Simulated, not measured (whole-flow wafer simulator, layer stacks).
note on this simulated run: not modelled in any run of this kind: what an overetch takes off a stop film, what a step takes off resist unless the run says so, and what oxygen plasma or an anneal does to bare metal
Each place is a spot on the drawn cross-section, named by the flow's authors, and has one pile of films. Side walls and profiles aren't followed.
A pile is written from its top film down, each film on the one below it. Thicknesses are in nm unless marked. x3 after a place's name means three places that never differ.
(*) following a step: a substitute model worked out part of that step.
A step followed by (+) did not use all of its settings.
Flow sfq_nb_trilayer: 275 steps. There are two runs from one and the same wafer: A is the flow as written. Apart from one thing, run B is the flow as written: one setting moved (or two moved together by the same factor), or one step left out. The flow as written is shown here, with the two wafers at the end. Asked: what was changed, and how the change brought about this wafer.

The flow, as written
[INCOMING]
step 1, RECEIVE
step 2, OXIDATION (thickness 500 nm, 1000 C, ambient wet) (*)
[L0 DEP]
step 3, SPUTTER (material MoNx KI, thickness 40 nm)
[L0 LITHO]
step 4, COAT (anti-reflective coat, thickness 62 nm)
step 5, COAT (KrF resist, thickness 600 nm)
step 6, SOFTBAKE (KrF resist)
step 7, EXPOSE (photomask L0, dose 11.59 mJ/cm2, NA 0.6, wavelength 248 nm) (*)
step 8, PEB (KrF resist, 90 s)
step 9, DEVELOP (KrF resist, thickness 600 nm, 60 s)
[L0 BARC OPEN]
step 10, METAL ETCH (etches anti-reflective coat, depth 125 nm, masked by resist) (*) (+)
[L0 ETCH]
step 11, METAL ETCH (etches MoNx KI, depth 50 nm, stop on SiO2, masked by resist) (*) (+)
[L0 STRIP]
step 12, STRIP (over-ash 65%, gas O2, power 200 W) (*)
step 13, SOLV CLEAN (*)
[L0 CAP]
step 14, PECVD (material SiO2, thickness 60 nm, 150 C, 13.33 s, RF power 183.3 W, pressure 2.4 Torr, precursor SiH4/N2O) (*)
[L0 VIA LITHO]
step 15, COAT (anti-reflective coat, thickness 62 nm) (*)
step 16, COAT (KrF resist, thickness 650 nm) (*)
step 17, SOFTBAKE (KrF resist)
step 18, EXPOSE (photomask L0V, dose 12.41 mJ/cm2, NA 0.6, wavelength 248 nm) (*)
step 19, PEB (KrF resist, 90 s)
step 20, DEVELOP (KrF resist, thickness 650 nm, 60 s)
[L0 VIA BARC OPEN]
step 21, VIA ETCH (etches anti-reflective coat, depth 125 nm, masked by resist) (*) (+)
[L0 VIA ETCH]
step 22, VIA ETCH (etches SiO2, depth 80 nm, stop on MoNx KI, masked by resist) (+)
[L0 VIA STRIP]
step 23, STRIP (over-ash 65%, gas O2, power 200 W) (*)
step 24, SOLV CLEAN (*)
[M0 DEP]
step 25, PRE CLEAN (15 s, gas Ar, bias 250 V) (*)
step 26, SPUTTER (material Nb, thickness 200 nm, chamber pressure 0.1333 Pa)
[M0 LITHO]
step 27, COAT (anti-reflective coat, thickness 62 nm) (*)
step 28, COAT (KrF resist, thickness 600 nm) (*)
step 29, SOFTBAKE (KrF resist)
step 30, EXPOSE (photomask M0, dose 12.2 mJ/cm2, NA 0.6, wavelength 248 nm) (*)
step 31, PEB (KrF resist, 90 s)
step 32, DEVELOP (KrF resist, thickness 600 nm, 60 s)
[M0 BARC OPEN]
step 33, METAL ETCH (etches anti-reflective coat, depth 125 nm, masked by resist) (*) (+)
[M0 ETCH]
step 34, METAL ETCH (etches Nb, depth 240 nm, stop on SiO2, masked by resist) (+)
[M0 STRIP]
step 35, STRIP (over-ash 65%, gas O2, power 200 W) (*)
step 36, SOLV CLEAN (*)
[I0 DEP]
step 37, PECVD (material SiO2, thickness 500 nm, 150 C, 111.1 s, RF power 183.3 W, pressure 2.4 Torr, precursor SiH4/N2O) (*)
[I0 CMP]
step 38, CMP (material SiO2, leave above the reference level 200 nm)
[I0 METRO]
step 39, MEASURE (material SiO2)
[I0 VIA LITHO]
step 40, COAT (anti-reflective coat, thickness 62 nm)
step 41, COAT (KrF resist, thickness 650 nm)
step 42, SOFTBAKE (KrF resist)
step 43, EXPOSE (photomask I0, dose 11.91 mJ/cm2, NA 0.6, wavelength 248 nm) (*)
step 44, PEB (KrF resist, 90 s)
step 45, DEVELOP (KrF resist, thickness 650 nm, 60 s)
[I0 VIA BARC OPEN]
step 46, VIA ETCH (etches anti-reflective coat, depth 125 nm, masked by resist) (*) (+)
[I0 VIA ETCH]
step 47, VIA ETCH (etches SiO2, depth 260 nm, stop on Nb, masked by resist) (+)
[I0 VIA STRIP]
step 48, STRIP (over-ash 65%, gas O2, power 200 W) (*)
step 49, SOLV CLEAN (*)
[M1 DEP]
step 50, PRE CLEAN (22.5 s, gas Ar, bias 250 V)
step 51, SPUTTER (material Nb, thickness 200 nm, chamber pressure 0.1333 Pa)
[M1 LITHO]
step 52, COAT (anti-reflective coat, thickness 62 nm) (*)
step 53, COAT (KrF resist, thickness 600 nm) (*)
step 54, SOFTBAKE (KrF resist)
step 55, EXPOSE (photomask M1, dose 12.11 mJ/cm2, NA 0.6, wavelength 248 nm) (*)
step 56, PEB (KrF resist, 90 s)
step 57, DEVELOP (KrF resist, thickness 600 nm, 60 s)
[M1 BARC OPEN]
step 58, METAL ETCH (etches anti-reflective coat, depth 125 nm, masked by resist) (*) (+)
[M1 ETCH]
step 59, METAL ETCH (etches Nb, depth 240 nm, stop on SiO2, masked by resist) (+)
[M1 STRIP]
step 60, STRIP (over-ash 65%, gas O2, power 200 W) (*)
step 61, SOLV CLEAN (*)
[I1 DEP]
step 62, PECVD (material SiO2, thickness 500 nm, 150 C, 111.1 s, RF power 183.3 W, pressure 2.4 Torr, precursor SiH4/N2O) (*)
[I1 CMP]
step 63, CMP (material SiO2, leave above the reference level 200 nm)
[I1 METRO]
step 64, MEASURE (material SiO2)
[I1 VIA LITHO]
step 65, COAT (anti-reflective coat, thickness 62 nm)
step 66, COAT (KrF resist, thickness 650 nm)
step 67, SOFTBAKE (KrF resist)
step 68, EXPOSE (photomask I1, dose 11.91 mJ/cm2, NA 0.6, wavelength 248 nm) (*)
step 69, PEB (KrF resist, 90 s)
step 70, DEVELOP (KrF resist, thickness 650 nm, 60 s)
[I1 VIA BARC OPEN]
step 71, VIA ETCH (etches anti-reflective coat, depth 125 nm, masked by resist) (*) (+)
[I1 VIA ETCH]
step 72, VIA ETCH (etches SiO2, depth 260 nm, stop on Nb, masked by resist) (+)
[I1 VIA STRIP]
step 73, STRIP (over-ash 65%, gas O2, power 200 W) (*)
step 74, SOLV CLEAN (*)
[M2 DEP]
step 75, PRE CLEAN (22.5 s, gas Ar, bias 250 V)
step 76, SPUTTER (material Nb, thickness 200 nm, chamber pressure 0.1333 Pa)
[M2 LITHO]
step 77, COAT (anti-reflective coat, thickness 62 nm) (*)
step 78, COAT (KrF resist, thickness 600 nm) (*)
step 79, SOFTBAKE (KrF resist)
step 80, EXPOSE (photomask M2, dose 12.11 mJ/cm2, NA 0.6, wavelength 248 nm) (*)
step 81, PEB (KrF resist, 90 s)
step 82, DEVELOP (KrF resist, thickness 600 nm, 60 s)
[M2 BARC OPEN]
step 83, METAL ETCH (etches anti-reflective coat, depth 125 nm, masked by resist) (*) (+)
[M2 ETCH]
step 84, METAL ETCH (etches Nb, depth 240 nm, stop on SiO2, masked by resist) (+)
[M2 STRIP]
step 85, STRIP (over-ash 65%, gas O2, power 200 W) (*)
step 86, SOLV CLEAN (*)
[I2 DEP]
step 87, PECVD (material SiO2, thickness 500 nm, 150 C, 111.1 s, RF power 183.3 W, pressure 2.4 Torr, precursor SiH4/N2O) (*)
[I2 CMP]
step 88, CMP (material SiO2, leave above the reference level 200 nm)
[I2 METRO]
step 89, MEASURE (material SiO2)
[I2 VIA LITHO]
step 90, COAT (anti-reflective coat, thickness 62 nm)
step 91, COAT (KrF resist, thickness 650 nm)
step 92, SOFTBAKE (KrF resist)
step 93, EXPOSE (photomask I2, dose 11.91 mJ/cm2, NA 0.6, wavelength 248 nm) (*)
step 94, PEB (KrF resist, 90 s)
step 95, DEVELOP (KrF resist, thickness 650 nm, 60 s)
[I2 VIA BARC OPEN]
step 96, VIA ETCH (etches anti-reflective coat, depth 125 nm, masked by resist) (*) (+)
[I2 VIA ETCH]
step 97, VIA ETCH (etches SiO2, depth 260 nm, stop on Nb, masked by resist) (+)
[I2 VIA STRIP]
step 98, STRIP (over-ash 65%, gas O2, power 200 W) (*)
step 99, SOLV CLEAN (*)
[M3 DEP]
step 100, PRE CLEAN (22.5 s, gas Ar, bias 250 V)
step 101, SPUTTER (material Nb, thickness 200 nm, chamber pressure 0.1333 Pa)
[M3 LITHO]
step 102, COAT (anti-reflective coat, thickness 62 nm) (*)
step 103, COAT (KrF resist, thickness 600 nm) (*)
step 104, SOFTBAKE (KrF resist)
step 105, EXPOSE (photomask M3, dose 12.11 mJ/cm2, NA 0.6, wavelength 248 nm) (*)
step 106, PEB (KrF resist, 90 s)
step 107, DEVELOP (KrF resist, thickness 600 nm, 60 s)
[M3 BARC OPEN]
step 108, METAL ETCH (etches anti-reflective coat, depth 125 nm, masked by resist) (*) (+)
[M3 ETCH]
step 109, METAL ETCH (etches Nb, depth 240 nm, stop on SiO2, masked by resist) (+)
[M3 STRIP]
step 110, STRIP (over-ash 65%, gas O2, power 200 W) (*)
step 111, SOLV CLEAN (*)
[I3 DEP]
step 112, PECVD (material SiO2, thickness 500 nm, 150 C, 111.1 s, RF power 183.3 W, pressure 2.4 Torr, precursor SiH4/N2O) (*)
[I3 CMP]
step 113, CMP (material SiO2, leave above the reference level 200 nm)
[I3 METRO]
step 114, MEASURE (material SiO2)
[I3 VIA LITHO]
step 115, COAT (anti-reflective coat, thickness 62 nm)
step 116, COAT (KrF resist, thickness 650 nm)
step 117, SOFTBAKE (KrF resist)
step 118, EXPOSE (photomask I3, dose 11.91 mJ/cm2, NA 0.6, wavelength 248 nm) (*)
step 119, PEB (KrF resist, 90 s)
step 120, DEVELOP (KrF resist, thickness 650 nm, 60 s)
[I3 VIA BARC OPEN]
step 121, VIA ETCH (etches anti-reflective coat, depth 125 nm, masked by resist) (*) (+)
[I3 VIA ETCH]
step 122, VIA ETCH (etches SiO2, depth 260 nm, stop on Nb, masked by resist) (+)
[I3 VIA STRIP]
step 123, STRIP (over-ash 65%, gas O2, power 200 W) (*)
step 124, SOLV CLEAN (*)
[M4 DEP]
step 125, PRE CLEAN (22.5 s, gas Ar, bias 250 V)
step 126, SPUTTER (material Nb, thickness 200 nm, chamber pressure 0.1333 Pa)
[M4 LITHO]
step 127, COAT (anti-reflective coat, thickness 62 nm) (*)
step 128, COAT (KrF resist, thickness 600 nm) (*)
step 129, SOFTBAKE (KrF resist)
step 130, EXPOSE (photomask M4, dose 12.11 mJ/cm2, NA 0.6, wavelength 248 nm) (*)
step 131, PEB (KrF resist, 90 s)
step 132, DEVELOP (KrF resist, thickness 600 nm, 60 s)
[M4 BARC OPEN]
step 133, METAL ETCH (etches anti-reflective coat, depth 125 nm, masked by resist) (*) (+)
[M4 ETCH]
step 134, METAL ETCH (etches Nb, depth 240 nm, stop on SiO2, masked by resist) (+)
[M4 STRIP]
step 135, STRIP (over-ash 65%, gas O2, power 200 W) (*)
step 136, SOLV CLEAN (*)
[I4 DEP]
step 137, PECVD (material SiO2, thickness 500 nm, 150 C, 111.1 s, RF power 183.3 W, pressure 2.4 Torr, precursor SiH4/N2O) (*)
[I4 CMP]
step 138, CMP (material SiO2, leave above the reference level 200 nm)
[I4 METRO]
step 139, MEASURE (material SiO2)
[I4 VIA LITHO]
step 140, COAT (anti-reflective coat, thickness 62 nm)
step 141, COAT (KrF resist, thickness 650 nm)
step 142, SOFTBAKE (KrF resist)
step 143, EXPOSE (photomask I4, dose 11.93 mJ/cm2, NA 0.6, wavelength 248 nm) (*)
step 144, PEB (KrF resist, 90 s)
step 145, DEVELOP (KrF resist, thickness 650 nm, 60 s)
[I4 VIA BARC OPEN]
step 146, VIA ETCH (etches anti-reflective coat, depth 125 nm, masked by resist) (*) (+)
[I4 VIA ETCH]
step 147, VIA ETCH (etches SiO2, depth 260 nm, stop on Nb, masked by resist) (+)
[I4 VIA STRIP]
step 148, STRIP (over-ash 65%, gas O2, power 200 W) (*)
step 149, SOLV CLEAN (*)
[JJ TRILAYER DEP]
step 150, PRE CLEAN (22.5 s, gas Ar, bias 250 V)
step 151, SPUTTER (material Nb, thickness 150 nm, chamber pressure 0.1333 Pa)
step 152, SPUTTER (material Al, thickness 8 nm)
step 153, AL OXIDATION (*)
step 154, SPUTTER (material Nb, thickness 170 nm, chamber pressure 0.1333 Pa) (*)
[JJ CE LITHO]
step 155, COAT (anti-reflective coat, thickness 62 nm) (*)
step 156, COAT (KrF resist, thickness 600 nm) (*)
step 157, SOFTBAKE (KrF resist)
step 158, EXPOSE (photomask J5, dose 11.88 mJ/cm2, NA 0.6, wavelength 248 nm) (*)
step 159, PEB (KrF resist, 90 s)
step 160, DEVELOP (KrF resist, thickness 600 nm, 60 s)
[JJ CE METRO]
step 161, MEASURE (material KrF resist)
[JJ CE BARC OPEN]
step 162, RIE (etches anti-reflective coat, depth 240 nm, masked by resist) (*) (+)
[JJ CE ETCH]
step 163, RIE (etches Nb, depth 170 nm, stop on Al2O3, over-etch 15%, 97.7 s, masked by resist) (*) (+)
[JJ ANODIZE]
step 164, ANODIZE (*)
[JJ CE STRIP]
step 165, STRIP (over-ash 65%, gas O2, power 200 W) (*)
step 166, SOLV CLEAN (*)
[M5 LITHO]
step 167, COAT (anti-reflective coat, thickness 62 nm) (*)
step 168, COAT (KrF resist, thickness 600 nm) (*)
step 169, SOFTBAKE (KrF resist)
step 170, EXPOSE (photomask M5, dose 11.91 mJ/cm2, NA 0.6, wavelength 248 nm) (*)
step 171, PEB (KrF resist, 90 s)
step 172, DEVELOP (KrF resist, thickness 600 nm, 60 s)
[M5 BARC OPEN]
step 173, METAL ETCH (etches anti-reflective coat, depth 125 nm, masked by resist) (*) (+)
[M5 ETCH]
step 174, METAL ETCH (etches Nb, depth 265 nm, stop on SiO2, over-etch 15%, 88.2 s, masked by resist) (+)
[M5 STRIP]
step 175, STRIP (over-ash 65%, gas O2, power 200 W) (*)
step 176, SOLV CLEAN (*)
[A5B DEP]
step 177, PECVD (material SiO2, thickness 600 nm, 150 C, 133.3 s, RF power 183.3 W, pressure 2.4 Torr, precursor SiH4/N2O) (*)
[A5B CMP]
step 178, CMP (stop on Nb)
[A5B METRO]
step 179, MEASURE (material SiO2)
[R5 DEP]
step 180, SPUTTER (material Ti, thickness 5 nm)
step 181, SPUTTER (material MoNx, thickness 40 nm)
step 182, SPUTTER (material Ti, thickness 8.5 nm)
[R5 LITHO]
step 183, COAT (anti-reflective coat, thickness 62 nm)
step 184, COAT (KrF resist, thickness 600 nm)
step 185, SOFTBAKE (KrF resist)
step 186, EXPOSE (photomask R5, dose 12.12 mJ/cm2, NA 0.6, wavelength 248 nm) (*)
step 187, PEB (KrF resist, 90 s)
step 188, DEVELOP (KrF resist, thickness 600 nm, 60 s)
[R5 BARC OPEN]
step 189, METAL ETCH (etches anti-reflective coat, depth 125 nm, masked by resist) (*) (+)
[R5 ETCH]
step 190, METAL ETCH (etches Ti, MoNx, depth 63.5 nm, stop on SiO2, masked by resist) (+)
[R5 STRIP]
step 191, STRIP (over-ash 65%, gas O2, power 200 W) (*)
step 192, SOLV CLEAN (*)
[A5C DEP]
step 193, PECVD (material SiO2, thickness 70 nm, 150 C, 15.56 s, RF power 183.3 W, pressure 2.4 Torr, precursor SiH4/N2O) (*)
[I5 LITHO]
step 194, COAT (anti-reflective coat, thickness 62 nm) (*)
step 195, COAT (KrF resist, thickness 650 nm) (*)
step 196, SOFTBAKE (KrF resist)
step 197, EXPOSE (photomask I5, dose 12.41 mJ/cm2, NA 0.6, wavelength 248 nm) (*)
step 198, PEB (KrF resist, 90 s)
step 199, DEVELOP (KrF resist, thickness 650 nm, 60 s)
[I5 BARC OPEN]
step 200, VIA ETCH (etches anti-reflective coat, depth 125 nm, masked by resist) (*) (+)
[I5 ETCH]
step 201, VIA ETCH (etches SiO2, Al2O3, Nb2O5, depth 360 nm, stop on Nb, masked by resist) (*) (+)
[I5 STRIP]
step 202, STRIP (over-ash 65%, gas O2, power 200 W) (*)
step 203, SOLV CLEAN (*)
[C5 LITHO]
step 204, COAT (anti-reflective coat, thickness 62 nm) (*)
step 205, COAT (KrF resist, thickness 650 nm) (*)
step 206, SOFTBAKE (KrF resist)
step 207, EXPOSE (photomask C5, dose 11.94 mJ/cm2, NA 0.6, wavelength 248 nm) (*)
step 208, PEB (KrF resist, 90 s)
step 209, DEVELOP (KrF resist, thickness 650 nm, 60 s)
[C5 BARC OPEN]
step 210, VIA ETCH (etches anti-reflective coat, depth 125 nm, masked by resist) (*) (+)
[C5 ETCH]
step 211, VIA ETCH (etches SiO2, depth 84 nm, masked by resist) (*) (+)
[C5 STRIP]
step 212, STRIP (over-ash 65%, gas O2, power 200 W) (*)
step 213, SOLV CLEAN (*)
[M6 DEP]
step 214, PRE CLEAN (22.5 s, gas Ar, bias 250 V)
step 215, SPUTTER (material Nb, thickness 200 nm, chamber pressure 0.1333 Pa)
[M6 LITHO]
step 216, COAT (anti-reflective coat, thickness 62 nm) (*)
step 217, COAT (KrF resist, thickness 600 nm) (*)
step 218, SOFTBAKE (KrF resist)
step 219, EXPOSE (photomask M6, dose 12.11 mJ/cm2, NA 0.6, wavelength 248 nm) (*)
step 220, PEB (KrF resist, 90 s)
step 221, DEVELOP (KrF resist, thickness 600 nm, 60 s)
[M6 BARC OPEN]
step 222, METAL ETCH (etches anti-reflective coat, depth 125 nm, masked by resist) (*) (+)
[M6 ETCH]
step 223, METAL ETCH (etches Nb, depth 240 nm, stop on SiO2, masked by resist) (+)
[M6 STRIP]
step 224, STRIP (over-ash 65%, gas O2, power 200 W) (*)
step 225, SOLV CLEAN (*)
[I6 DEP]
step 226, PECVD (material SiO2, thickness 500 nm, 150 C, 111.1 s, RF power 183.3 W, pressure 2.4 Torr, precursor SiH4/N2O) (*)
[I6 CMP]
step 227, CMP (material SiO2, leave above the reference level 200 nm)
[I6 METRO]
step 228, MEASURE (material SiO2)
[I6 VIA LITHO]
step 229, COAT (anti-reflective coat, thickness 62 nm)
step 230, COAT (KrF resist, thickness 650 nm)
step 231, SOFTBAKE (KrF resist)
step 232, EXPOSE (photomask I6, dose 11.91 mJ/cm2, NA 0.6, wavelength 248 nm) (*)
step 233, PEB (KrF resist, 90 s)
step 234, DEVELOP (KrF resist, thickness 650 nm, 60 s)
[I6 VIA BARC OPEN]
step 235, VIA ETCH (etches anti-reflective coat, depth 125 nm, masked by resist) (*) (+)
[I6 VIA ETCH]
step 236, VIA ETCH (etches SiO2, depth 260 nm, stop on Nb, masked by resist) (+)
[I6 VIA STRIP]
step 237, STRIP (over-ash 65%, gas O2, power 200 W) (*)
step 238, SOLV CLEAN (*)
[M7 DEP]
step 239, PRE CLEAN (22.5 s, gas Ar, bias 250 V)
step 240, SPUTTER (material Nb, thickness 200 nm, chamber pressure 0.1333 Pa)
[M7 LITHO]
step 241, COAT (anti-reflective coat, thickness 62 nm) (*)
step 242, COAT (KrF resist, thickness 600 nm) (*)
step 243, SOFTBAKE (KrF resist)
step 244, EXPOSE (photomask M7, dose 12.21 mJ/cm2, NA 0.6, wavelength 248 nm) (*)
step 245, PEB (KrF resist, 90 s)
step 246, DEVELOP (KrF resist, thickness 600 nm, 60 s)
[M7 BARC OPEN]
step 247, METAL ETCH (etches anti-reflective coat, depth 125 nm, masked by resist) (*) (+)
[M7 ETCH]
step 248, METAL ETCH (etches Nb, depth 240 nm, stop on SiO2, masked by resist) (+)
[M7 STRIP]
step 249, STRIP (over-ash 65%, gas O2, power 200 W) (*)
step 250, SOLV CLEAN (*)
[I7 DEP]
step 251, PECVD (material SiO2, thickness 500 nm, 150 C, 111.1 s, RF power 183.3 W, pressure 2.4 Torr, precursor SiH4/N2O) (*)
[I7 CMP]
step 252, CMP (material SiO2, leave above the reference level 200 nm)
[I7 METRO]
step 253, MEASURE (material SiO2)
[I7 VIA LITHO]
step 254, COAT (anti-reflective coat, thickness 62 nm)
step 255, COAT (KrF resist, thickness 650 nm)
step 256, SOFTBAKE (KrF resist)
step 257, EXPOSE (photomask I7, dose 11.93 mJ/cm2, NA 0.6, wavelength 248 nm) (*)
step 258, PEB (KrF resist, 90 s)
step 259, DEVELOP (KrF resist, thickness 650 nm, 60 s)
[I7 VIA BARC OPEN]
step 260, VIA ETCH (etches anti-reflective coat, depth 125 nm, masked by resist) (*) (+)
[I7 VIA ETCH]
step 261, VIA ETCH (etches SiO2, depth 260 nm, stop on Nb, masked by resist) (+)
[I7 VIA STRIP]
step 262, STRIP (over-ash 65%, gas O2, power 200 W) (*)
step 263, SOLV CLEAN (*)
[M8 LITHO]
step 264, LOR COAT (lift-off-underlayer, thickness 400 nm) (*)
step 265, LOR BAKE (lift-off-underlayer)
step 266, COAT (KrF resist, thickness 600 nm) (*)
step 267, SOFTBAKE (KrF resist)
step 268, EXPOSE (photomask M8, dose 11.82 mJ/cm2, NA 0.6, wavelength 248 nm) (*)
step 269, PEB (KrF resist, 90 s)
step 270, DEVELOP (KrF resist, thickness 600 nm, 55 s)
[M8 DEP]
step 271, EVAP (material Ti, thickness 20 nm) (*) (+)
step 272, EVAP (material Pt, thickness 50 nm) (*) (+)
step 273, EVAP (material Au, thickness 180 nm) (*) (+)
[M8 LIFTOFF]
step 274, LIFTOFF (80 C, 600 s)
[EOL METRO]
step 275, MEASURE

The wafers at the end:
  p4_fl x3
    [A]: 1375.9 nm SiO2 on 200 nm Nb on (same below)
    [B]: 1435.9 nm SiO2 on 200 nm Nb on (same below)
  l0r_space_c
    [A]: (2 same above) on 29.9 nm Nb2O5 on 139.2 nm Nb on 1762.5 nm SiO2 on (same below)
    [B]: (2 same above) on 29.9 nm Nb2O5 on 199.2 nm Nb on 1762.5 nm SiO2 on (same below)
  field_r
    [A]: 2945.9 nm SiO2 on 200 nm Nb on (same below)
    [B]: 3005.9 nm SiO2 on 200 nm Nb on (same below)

What caused this: step 151, SPUTTER: thickness 210 nm was run, whereas the flow has thickness 150 nm.

The path from the change to this, step by step:
  step 151, SPUTTER (material Nb, thickness 150 nm, chamber pressure 0.1333 Pa)
      field_l, v_sur, via_sp and 100 more: A Nb gains 150 (new film) | B Nb gains 210 (new film)
      via_wl, via_w, via_wr: A Nb gains 130.4 | B Nb gains 183.2
  step 152, SPUTTER (material Al, thickness 8 nm)
      via_wl, via_wr: A Al gains 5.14 (new film) | B Al gains 4.62 (new film)
  step 154, SPUTTER (material Nb, thickness 170 nm, chamber pressure 0.1333 Pa) (*)
      via_wl, via_wr: A Nb gains 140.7 (new film) | B Nb gains 137.4 (new film)
      via_w: A Nb gains 141 (new film) | B Nb gains 137.7 (new film)
  step 155, COAT (anti-reflective coat, thickness 62 nm) (*)
      via_wl, via_wr: A anti-reflective coat gains 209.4 (new film) | B anti-reflective coat gains 228.3 (new film)
      via_w: A anti-reflective coat gains 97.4 (new film) | B anti-reflective coat gains 103.4 (new film)
  step 162, RIE (etches anti-reflective coat, depth 240 nm, masked by resist) (*) (+)
      ce_l, c5j, ce_r, wl_jj: A KrF resist loses 209.4 | B KrF resist loses 228.3
      via_wl, via_wr: A anti-reflective coat loses 209.4 (all of it) | B anti-reflective coat loses 228.3 (all of it)
      (also at 1 further place)
  step 163, RIE (etches Nb, depth 170 nm, stop on Al2O3, over-etch 15%, 97.7 s, masked by resist) (*) (+)
      via_wl, via_wr: A Nb loses 140.7 (all of it), Al2O3 loses 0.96 (all of it) | B Nb loses 137.4 (all of it), Al2O3 loses 0.96 (all of it)
      via_w: A Nb loses 141 (all of it), Al2O3 loses 0.96 (all of it) | B Nb loses 137.7 (all of it), Al2O3 loses 0.96 (all of it)
  step 164, ANODIZE (*)
      via_wl, via_wr: A Al2O3 gains 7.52 (new film), Nb2O5 gains 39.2 (new film), Al loses 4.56 (all of it), Nb loses 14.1 | B Al2O3 gains 6.66 (new film), Nb2O5 gains 40.7 (new film), Al loses 4.04 (all of it), Nb loses 14.6
      via_w: A Al2O3 gains 10.8 (new film), Nb2O5 gains 33.3 (new film), Al loses 6.54 (all of it), Nb loses 12 | B Al2O3 gains 10.4 (new film), Nb2O5 gains 34 (new film), Al loses 6.32 (all of it), Nb loses 12.2
  step 165, STRIP (over-ash 65%, gas O2, power 200 W) (*)
      c5j, ce_r: A KrF resist loses 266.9 (all of it), anti-reflective coat loses 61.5 (all of it) | B KrF resist loses 248 (all of it), anti-reflective coat loses 61.5 (all of it)
      ce_l: A KrF resist loses 266.8 (all of it), anti-reflective coat loses 61.4 (all of it) | B KrF resist loses 247.9 (all of it), anti-reflective coat loses 61.4 (all of it)
      (also at 1 further place)
  step 167, COAT (anti-reflective coat, thickness 62 nm) (*)
      v_sur: A anti-reflective coat gains 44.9 (new film) | B anti-reflective coat gains 41.1 (new film)
      via_wl: A anti-reflective coat gains 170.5 (new film) | B anti-reflective coat gains 154.7 (new film)
      (also at 3 further places)
  step 168, COAT (KrF resist, thickness 600 nm) (*)
      via_wl: A KrF resist gains 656 (new film) | B KrF resist gains 672.4 (new film)
      via_wr: A KrF resist gains 656.6 (new film) | B KrF resist gains 673.3 (new film)
  step 174, METAL ETCH (etches Nb, depth 265 nm, stop on SiO2, over-etch 15%, 88.2 s, masked by resist) (+)
      r_sur, res, r_end and 48 more: A Al2O3 loses 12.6 (all of it), Nb2O5 loses 29.9 (all of it), Nb loses 139.2 (all of it), SiO2 loses 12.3 | B Al2O3 loses 12.6 (all of it), Nb2O5 loses 29.9 (all of it), Nb loses 199.2 (all of it), SiO2 loses 6.29
      field_l, wl_a_sl: A Al2O3 loses 12.6 (all of it), Nb2O5 loses 29.9 (all of it), Nb loses 139.2 (all of it), SiO2 loses 12.3 | B Al2O3 loses 12.6 (all of it), Nb2O5 loses 29.9 (all of it), Nb loses 199.2 (all of it), SiO2 loses 6.3
  step 175, STRIP (over-ash 65%, gas O2, power 200 W) (*)
      v_sur: A KrF resist loses 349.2 (all of it), anti-reflective coat loses 44.9 (all of it) | B KrF resist loses 348 (all of it), anti-reflective coat loses 41.1 (all of it)
      via_wl: A KrF resist loses 427 (all of it), anti-reflective coat loses 170.5 (all of it) | B KrF resist loses 443.4 (all of it), anti-reflective coat loses 154.7 (all of it)
      (also at 3 further places)
  step 178, CMP (stop on Nb)
      field_l, p4_fl x3, p4_w1 x9 and 29 more: A SiO2 loses 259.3 | B SiO2 loses 205.3
      r_sur, res, r_end, moat, field_r, lsp_l: A SiO2 loses 252.3 | B SiO2 loses 196.3
      (also at 8 further places)
